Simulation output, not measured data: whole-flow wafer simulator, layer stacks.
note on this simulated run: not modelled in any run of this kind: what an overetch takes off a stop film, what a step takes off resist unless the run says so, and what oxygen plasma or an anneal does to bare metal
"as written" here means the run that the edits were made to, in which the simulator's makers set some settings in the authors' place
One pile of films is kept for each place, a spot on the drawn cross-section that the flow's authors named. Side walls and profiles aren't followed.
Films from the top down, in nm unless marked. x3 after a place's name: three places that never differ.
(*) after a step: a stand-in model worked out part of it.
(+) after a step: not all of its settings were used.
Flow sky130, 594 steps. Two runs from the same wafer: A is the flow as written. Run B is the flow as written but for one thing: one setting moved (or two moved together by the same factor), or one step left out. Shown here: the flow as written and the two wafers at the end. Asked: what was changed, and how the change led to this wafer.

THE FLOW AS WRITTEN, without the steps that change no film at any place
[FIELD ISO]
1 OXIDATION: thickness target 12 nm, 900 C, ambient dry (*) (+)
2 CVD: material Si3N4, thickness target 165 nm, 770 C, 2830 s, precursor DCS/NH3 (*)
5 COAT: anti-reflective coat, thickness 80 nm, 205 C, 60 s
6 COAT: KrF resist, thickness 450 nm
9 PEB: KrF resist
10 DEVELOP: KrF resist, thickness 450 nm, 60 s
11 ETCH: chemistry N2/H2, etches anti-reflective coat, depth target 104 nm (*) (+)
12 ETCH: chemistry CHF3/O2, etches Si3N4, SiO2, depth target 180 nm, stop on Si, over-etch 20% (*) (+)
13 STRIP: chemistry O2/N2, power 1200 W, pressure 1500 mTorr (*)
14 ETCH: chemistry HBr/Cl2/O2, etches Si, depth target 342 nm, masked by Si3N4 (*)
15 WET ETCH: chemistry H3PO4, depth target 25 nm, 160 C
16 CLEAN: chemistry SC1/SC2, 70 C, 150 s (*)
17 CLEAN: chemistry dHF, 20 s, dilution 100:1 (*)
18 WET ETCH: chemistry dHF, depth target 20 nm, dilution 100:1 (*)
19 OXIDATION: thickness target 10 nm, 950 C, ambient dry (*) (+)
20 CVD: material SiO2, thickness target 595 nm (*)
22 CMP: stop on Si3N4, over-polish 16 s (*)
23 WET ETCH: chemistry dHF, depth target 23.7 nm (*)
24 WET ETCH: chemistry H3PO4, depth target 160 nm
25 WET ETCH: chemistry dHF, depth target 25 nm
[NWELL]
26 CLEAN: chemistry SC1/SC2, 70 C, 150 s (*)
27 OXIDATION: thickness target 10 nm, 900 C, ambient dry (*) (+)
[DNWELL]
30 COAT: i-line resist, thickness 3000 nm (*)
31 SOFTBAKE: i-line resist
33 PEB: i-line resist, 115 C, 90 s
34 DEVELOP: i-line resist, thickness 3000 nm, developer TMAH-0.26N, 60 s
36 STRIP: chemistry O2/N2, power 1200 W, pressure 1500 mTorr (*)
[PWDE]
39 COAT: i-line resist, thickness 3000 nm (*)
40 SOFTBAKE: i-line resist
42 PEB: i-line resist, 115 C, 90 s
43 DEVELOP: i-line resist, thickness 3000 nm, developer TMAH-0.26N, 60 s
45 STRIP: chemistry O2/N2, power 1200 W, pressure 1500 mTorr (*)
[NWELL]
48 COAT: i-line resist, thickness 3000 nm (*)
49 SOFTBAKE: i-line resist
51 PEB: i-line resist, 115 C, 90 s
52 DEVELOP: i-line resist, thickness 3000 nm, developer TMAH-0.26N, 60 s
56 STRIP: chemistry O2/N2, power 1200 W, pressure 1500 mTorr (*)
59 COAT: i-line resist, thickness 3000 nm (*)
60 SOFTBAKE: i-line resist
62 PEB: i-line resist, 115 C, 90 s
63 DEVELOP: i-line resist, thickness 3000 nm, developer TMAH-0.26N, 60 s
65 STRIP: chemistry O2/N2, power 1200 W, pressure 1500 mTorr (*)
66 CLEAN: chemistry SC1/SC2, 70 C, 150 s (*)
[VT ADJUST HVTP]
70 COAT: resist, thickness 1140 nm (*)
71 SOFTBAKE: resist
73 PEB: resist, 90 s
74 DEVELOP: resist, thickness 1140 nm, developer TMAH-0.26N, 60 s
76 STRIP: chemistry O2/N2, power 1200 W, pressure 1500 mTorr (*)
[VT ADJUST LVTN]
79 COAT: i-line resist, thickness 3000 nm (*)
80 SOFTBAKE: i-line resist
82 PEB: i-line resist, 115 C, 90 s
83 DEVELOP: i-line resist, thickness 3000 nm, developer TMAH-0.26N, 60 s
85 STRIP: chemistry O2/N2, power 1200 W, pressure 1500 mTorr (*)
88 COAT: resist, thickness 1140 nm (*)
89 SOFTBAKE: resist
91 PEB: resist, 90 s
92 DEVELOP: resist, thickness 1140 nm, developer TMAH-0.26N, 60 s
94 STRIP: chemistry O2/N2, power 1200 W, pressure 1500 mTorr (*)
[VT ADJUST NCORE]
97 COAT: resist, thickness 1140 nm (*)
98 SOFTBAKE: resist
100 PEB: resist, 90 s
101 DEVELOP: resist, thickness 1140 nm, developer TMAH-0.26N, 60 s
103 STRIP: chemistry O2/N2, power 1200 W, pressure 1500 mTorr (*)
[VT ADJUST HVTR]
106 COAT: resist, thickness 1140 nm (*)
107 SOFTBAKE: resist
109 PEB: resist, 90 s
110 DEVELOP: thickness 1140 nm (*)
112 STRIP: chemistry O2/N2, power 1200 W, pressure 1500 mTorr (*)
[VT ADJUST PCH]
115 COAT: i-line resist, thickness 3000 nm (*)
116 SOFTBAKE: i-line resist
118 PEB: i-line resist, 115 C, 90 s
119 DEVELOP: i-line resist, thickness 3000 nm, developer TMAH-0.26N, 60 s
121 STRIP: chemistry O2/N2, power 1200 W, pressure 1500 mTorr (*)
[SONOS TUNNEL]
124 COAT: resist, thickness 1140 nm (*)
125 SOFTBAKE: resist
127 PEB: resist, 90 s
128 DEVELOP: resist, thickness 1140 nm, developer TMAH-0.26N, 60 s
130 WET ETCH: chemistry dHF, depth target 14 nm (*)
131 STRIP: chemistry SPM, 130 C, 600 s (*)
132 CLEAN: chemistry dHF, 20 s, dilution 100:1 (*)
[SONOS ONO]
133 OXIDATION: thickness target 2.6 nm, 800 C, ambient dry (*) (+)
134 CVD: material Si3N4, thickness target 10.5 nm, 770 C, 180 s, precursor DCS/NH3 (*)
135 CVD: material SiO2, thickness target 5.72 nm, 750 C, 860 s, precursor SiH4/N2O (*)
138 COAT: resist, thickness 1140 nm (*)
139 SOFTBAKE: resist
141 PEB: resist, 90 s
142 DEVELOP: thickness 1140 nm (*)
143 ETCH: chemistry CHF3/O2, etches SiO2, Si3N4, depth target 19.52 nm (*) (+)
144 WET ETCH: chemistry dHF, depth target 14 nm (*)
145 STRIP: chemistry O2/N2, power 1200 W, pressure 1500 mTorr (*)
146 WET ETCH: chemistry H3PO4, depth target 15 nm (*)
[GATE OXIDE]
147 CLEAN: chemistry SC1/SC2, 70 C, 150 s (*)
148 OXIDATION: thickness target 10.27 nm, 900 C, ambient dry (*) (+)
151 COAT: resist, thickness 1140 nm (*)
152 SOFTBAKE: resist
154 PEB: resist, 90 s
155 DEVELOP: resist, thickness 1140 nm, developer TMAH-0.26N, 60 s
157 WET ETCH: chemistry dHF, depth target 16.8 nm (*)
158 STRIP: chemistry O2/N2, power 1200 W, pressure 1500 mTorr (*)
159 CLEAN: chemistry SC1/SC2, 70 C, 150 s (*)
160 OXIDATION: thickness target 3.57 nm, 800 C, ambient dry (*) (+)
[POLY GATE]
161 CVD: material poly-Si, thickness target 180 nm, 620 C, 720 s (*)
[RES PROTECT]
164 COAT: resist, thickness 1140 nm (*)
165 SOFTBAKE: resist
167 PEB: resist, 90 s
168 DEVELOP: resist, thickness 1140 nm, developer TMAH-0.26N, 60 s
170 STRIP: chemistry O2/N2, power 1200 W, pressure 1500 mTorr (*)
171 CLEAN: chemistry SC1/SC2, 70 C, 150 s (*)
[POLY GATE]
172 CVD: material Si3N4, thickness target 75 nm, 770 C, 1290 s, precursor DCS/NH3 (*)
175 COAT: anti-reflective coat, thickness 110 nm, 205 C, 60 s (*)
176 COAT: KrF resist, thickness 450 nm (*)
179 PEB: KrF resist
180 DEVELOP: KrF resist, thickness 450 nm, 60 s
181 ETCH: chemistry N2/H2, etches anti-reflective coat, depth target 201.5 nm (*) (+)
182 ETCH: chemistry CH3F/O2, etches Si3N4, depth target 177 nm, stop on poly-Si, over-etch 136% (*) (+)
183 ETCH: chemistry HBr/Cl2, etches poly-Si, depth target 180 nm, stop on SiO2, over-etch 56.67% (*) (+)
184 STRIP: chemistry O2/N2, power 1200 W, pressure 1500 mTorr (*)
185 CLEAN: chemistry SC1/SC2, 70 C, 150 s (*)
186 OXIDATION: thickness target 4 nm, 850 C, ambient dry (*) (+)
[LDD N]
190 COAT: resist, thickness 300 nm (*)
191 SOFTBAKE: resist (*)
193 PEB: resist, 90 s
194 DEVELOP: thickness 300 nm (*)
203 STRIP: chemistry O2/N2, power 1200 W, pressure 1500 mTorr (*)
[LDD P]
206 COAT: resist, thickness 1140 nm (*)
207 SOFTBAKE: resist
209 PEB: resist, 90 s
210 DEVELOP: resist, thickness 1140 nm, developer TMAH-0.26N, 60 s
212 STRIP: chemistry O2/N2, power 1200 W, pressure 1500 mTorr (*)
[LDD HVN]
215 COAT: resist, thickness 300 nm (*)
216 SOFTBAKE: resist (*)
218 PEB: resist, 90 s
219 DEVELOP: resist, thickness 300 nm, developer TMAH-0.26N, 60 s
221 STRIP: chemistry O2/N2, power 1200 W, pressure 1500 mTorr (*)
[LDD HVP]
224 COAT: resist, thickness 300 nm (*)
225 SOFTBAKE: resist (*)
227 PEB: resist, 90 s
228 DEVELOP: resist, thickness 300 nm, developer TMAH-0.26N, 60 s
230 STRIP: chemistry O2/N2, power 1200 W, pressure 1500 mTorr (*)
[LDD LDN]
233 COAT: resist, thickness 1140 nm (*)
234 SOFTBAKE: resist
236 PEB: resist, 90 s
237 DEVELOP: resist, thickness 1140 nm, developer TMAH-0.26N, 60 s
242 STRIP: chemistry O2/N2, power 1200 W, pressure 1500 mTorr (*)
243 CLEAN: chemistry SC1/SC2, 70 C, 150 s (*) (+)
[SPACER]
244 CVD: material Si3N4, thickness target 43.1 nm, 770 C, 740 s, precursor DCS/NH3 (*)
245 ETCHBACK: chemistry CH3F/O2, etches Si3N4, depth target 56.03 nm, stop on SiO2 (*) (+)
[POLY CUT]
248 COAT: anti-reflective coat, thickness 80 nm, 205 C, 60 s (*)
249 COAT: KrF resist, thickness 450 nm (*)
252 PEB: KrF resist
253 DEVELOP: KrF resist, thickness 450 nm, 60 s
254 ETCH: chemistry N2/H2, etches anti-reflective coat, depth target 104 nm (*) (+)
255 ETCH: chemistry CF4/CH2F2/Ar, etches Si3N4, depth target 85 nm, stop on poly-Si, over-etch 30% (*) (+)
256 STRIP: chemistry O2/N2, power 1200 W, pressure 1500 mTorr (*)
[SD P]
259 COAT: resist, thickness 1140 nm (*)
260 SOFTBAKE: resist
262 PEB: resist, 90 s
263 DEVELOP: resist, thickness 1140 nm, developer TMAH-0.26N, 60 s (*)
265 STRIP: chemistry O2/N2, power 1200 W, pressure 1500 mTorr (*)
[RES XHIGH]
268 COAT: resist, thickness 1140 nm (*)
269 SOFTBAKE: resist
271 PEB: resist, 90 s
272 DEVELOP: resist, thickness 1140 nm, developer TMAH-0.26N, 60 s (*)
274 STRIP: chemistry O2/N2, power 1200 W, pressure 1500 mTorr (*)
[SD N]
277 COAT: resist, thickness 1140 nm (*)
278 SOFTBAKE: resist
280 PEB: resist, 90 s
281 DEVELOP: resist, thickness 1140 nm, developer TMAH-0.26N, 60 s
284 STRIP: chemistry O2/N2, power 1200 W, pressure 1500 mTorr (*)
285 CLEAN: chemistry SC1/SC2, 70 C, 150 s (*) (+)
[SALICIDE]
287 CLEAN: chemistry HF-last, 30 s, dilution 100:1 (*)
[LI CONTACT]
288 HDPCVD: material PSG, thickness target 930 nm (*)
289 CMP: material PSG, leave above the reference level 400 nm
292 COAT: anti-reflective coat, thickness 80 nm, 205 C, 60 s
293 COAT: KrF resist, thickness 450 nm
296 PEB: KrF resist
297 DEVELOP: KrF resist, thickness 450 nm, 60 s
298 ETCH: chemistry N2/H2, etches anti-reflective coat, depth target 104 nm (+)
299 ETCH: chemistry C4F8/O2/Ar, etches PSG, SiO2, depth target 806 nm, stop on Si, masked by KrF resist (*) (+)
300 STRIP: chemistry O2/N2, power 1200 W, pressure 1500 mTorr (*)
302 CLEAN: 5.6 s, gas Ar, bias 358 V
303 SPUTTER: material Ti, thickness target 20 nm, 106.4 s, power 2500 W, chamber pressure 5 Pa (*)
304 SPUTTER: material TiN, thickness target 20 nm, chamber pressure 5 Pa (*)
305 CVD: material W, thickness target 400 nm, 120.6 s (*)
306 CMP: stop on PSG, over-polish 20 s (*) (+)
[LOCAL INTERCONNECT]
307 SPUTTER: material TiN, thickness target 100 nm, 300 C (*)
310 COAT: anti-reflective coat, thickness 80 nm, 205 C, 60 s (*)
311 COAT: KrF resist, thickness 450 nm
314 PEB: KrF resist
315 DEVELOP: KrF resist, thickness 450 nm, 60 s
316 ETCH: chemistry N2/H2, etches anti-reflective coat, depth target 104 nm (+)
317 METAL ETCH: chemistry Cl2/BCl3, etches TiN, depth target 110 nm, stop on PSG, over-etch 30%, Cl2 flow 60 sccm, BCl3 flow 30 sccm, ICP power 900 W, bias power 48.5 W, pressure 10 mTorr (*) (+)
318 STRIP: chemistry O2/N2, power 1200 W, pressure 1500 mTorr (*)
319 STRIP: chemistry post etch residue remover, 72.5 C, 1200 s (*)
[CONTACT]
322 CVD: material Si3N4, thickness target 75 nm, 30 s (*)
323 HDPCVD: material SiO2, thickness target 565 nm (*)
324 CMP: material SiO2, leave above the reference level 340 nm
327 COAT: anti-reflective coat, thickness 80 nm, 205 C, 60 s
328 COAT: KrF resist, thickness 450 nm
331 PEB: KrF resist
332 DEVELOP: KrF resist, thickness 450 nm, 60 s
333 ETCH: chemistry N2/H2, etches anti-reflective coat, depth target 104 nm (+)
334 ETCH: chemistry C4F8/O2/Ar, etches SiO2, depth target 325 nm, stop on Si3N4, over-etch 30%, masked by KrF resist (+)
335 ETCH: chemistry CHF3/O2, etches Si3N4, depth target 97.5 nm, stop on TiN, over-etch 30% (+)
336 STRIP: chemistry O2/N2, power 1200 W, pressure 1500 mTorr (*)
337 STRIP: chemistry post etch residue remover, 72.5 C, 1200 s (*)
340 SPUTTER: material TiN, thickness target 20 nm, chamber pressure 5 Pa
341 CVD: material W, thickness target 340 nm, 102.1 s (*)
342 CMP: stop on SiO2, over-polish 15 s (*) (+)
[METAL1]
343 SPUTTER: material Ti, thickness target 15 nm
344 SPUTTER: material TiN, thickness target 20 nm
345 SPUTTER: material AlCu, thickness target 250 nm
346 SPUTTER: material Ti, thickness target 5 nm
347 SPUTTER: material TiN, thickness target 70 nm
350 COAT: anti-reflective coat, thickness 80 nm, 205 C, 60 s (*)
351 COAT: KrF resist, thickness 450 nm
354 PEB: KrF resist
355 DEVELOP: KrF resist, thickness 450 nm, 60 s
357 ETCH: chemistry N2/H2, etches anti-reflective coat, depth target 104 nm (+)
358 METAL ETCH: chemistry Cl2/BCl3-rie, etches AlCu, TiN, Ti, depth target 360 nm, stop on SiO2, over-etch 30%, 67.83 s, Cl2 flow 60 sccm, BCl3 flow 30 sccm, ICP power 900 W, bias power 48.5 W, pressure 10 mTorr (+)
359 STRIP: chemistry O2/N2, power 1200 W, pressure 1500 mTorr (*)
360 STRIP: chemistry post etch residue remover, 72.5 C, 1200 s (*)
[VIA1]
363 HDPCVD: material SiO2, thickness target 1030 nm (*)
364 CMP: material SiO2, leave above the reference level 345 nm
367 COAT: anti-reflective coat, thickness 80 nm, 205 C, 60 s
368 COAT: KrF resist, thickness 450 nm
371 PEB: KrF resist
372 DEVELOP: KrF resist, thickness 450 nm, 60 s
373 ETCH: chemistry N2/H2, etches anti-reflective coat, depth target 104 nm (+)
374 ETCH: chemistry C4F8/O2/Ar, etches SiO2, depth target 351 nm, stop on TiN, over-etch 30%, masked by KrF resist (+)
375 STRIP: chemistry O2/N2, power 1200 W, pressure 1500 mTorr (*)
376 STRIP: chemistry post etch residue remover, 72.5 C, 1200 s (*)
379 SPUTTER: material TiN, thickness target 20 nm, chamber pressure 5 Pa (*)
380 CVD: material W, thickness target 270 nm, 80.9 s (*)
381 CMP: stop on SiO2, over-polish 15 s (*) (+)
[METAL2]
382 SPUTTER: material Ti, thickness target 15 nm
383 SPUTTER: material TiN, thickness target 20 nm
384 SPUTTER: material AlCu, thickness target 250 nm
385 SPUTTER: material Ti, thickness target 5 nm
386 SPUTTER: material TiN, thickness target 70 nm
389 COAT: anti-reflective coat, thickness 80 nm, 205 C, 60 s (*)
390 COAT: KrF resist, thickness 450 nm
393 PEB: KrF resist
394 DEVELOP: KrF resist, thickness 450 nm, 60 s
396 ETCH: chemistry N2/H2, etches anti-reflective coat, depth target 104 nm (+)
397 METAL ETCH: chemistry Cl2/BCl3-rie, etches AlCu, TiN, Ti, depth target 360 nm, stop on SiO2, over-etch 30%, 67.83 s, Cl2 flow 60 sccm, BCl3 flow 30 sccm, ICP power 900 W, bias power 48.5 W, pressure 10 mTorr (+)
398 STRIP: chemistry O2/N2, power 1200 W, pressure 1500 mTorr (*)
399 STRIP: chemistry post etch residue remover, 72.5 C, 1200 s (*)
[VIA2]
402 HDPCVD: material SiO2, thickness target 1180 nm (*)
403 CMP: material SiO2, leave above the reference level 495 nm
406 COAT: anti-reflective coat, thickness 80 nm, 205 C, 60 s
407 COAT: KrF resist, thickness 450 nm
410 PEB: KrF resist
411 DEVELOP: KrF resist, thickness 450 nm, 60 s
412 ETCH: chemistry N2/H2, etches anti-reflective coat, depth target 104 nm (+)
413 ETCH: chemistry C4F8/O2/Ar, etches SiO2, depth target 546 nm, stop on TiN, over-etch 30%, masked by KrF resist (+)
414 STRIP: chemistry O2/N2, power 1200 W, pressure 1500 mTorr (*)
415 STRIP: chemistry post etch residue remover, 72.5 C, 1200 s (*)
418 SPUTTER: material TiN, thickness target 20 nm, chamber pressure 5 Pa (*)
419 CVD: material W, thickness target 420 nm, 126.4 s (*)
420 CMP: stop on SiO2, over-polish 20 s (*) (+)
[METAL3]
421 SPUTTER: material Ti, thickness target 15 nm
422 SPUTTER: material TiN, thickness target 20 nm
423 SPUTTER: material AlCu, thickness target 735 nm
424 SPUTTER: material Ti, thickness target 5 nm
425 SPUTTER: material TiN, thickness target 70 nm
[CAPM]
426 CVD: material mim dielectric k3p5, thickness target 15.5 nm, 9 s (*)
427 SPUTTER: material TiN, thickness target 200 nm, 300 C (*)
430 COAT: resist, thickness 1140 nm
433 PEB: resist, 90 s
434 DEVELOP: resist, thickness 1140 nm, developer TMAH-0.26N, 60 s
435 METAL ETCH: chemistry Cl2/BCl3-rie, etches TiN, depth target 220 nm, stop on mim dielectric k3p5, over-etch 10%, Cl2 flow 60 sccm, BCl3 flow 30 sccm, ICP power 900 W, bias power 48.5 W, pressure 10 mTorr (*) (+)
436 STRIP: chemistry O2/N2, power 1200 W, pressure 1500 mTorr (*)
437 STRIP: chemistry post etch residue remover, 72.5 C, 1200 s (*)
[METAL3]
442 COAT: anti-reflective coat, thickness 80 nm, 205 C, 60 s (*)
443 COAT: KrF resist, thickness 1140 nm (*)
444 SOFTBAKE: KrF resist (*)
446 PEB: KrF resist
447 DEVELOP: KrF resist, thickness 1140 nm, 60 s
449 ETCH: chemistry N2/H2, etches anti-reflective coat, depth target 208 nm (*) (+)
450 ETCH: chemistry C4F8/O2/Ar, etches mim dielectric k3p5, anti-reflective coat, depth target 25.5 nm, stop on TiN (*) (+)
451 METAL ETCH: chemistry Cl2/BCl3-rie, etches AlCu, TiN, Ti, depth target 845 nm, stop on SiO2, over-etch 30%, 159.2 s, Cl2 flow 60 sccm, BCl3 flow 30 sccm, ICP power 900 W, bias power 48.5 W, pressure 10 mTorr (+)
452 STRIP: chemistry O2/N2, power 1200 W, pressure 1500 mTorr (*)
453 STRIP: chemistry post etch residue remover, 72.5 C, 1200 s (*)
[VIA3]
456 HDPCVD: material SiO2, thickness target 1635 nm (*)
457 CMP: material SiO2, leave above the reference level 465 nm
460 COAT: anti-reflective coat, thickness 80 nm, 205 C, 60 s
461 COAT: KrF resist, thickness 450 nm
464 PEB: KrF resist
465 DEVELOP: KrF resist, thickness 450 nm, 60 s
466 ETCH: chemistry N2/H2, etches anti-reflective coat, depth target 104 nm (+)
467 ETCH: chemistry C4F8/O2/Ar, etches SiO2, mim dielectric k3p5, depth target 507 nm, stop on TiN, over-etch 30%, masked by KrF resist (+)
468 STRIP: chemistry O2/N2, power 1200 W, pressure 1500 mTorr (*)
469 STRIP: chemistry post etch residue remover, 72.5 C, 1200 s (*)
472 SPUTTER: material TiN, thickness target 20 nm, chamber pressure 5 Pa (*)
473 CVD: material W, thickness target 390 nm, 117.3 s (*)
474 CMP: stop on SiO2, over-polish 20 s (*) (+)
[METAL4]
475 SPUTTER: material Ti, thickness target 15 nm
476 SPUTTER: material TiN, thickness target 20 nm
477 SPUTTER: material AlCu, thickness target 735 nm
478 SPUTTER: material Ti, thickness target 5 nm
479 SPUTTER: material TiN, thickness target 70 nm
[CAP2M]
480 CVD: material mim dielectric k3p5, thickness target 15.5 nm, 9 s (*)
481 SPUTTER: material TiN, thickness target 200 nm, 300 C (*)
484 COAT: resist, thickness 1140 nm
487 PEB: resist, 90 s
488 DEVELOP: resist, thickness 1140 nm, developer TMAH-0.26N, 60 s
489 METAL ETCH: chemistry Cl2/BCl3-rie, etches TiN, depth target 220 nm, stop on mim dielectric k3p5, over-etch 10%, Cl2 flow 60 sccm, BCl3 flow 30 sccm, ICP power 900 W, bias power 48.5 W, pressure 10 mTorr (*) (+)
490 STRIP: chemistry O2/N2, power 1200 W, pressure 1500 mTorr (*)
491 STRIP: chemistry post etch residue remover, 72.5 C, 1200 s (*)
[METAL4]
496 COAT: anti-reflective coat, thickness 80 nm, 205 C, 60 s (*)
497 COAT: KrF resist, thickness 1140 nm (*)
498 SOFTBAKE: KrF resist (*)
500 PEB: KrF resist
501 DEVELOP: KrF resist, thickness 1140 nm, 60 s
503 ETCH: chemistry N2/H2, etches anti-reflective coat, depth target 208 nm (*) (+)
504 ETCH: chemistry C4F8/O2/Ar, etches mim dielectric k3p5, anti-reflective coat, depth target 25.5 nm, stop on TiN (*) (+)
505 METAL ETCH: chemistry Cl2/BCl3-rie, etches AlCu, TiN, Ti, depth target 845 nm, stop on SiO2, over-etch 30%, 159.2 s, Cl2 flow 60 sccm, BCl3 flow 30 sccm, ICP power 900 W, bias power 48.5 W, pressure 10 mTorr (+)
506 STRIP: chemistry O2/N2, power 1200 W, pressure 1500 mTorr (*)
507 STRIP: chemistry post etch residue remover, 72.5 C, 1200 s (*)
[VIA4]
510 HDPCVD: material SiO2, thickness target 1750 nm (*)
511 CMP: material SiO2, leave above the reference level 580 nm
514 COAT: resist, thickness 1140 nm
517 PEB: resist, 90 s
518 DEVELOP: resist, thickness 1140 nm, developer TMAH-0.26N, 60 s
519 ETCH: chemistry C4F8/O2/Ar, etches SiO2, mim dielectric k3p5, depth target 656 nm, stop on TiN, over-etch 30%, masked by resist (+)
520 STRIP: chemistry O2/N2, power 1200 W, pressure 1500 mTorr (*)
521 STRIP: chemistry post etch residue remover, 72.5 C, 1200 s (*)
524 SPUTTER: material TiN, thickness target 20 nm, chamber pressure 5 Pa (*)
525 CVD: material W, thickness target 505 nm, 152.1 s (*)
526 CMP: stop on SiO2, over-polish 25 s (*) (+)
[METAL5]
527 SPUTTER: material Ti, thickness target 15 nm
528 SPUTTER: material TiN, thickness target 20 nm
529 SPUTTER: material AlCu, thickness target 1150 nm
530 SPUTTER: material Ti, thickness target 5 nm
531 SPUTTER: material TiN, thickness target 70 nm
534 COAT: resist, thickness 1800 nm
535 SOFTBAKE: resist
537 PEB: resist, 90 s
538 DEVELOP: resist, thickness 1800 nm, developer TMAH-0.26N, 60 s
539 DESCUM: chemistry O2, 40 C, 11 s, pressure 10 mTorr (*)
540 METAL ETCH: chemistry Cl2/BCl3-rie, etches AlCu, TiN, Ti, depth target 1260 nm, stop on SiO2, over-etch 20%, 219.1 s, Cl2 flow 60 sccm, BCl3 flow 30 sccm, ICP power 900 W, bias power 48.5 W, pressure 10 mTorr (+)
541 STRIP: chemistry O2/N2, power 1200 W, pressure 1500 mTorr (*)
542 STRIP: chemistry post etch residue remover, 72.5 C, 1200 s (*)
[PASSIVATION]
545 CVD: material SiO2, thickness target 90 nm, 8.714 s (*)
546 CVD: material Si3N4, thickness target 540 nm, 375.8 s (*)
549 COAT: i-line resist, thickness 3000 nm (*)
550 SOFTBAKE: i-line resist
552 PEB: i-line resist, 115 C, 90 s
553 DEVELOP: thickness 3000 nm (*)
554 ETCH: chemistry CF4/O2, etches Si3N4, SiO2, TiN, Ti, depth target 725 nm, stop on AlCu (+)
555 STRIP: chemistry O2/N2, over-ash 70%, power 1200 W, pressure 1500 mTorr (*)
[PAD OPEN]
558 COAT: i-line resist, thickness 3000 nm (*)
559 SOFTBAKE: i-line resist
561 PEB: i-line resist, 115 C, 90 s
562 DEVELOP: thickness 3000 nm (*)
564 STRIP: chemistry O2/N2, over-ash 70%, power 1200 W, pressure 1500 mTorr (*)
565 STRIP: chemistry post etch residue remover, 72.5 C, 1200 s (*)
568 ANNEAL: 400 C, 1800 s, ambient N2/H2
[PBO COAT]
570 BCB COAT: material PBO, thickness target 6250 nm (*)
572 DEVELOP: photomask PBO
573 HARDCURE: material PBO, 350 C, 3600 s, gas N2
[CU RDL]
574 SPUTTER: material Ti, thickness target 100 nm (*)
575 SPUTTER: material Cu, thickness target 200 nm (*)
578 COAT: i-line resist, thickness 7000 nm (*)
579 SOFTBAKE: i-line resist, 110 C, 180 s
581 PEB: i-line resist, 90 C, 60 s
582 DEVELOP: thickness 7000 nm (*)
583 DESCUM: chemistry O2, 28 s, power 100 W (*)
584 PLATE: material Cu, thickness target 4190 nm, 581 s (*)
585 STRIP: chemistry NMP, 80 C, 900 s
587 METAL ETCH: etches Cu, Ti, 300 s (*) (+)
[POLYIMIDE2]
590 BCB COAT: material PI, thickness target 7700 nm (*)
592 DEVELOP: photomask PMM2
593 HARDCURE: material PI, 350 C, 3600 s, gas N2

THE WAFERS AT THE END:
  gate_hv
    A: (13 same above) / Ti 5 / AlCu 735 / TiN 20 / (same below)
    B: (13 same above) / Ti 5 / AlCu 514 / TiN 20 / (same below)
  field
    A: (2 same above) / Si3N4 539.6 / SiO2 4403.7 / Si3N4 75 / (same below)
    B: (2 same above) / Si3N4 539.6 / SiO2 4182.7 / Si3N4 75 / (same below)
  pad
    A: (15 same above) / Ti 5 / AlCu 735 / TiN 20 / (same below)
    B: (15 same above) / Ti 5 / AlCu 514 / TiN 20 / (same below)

The cause: step 423, SPUTTER: thickness target 514 nm was run, where the flow has thickness target 735 nm.
It can be read off the wafer: gate_hv has AlCu 514, and step 423 as written asks for 735 nm.

How the change led to this, step by step:
  423 SPUTTER: material AlCu, thickness target 735 nm
      field, active, n_well and 188 more: A AlCu +735 (new film) | B AlCu +514 (new film)
  451 METAL ETCH: chemistry Cl2/BCl3-rie, etches AlCu, TiN, Ti, depth target 845 nm, stop on SiO2, over-etch 30%, 159.2 s, Cl2 flow 60 sccm, BCl3 flow 30 sccm, ICP power 900 W, bias power 48.5 W, pressure 10 mTorr (+)
      field, active, gate and 67 more: A TiN -70 (all of it), Ti -5 (all of it), AlCu -735 (all of it), TiN -20 (all of it), Ti -15 (all of it), SiO2 -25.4 | B TiN -70 (all of it), Ti -5 (all of it), AlCu -514 (all of it), TiN -20 (all of it), Ti -15 (all of it), SiO2 -47.5
      vpp_ln, vpp_iso2, ndiff_ln and 9 more: A TiN -70 (all of it), Ti -5 (all of it), AlCu -735 (all of it), TiN -20 (all of it), Ti -15 (all of it), SiO2 -25.3 | B TiN -70 (all of it), Ti -5 (all of it), AlCu -514 (all of it), TiN -20 (all of it), Ti -15 (all of it), SiO2 -47.4
      (and at 3 more places)
  457 CMP: material SiO2, leave above the reference level 465 nm
      field, active, gate and 62 more: A SiO2 -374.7 | B SiO2 -573.6
      vpp_ln, vpp_iso1, vpp_iso2 and 17 more: A SiO2 -374.7 | B SiO2 -573.5
